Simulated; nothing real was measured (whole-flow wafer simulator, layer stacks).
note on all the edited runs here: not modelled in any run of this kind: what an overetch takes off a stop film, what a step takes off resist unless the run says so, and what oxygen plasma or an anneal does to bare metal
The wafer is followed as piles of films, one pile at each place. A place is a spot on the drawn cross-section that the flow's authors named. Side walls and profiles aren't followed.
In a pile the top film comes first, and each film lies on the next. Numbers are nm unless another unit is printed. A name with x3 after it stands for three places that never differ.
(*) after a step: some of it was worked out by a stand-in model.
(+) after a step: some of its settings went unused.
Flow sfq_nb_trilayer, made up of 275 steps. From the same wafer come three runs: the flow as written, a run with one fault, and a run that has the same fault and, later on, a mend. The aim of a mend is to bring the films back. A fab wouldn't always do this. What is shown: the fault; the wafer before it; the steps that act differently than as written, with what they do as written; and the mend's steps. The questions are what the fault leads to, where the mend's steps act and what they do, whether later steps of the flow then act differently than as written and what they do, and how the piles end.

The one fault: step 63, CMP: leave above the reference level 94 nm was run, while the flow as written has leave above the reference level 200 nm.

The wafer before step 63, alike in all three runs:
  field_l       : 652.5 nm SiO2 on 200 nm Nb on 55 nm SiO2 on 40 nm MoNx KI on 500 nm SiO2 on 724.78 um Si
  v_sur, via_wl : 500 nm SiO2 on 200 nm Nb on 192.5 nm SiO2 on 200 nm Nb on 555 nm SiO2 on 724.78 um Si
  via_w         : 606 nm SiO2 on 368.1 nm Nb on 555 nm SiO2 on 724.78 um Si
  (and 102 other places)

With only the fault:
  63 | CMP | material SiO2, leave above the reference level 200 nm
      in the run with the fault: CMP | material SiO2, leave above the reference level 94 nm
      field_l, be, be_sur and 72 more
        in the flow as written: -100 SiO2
        in the run with the fault: -206 SiO2
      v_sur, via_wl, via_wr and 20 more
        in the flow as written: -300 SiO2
        in the run with the fault: -406 SiO2
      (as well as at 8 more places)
  Later steps of the flow acting differently than as written (3 more steps, not shown, differ only slightly: by at most 2% or 0.5 nm, whichever is larger):
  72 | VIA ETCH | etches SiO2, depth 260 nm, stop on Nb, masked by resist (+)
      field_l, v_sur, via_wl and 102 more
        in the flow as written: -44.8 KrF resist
        in the run with the fault: -24.3 KrF resist
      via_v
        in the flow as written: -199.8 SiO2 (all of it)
        in the run with the fault: -93.8 SiO2 (all of it)
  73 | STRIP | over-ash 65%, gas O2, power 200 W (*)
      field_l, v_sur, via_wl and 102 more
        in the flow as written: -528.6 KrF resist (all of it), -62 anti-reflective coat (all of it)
        in the run with the fault: -549.2 KrF resist (all of it), -62 anti-reflective coat (all of it)
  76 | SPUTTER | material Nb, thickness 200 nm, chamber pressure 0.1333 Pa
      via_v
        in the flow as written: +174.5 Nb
        in the run with the fault: +195.5 Nb
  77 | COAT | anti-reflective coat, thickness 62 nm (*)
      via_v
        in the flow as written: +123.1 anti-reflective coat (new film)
        in the run with the fault: +99.7 anti-reflective coat (new film)
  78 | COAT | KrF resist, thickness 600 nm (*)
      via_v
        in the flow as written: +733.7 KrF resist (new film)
        in the run with the fault: +646.5 KrF resist (new film)
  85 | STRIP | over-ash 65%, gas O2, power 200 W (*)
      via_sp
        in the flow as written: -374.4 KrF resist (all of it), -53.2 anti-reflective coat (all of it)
        in the run with the fault: -382.6 KrF resist (all of it), -53.5 anti-reflective coat (all of it)
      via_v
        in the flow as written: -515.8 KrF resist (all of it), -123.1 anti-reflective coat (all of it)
        in the run with the fault: -428.8 KrF resist (all of it), -99.7 anti-reflective coat (all of it)
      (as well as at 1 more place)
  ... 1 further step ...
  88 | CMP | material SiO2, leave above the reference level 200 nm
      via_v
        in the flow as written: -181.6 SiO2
        in the run with the fault: -202.5 SiO2
  By the end, the piles at field_l, v_sur, via_wl and 103 more depart from the flow's by more than 2% or 0.5 nm, whichever is larger.
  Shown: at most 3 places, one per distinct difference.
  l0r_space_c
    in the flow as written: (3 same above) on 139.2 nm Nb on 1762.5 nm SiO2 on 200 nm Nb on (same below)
    in the run with the fault: (3 same above) on 139.2 nm Nb on 1656.5 nm SiO2 on 200 nm Nb on (same below)
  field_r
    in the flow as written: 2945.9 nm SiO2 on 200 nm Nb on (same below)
    in the run with the fault: 2839.9 nm SiO2 on 200 nm Nb on (same below)
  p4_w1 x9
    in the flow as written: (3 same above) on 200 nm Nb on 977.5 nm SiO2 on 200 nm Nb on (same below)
    in the run with the fault: (3 same above) on 200 nm Nb on 871.5 nm SiO2 on 200 nm Nb on (same below)

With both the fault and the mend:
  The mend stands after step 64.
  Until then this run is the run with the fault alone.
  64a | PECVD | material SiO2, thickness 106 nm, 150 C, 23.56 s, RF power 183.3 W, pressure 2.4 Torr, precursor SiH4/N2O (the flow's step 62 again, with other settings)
      field_l, v_sur, via_wl and 103 more
        +106 SiO2
  Later steps of the flow that are run all act as written at every place that is followed.
  The piles end the same as the flow's at every place that both follow.
